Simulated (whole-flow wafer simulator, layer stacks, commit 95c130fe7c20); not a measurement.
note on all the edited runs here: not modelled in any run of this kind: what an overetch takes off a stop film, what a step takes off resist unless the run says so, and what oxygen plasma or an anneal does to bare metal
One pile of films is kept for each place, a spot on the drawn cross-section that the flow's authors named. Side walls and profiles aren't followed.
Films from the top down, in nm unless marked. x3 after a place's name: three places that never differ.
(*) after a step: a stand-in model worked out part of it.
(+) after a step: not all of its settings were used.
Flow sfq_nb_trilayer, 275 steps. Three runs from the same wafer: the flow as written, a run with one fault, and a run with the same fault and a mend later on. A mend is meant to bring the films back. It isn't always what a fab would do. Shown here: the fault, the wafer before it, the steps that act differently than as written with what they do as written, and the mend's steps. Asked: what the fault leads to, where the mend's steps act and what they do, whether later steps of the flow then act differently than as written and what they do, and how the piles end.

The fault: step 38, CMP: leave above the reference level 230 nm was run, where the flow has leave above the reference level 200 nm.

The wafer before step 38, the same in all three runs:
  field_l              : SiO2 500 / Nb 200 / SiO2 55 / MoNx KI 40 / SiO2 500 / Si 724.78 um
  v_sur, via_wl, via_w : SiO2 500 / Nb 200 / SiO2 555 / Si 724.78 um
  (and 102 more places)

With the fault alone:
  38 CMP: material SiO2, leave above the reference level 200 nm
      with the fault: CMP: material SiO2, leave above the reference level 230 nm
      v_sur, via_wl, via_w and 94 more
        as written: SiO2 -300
        with the fault: SiO2 -270
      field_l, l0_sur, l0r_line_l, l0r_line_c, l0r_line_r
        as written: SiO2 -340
        with the fault: SiO2 -310
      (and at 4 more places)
  Later steps of the flow that act differently than as written (3 more steps differ only slightly, by at most 2% or 0.5 nm, whichever is larger, and aren't shown):
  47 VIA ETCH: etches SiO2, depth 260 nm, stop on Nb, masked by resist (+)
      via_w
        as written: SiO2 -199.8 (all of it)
        with the fault: SiO2 -229.8 (all of it)
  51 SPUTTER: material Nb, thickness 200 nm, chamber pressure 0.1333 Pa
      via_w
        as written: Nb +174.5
        with the fault: Nb +168.9
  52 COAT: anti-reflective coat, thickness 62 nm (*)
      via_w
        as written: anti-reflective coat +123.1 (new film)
        with the fault: anti-reflective coat +129.6 (new film)
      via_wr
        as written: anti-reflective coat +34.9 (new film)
        with the fault: anti-reflective coat +33.6 (new film)
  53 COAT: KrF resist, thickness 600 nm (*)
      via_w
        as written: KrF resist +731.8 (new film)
        with the fault: KrF resist +756.1 (new film)
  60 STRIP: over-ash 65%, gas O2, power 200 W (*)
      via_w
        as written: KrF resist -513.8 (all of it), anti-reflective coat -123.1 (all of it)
        with the fault: KrF resist -538.1 (all of it), anti-reflective coat -129.6 (all of it)
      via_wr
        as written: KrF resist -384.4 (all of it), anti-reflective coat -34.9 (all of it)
        with the fault: KrF resist -382 (all of it), anti-reflective coat -33.6 (all of it)
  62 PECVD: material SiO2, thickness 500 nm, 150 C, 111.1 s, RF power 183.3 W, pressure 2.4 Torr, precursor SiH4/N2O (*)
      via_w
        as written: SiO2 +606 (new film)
        with the fault: SiO2 +641.6 (new film)
  At the end the piles differ from the flow's by more than 2% or 0.5 nm, whichever is larger, at v_sur, via_wl, via_w and 37 more.
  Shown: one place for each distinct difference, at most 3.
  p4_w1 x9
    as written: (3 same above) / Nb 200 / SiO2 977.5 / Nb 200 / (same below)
    with the fault: (3 same above) / Nb 200 / SiO2 1007.5 / Nb 200 / (same below)
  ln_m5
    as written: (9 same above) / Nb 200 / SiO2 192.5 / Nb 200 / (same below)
    with the fault: (9 same above) / Nb 200 / SiO2 222.5 / Nb 200 / (same below)
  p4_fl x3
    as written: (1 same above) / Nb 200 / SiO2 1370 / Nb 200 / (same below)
    with the fault: (1 same above) / Nb 200 / SiO2 1400 / Nb 200 / (same below)

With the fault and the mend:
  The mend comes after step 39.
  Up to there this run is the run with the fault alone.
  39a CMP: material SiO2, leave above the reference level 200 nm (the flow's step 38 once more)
      field_l, v_sur, via_wl and 103 more
        SiO2 -30
  No later step of the flow acts differently than as written at any place that is followed.
  At the end the piles are the same as the flow's at every place that both follow.
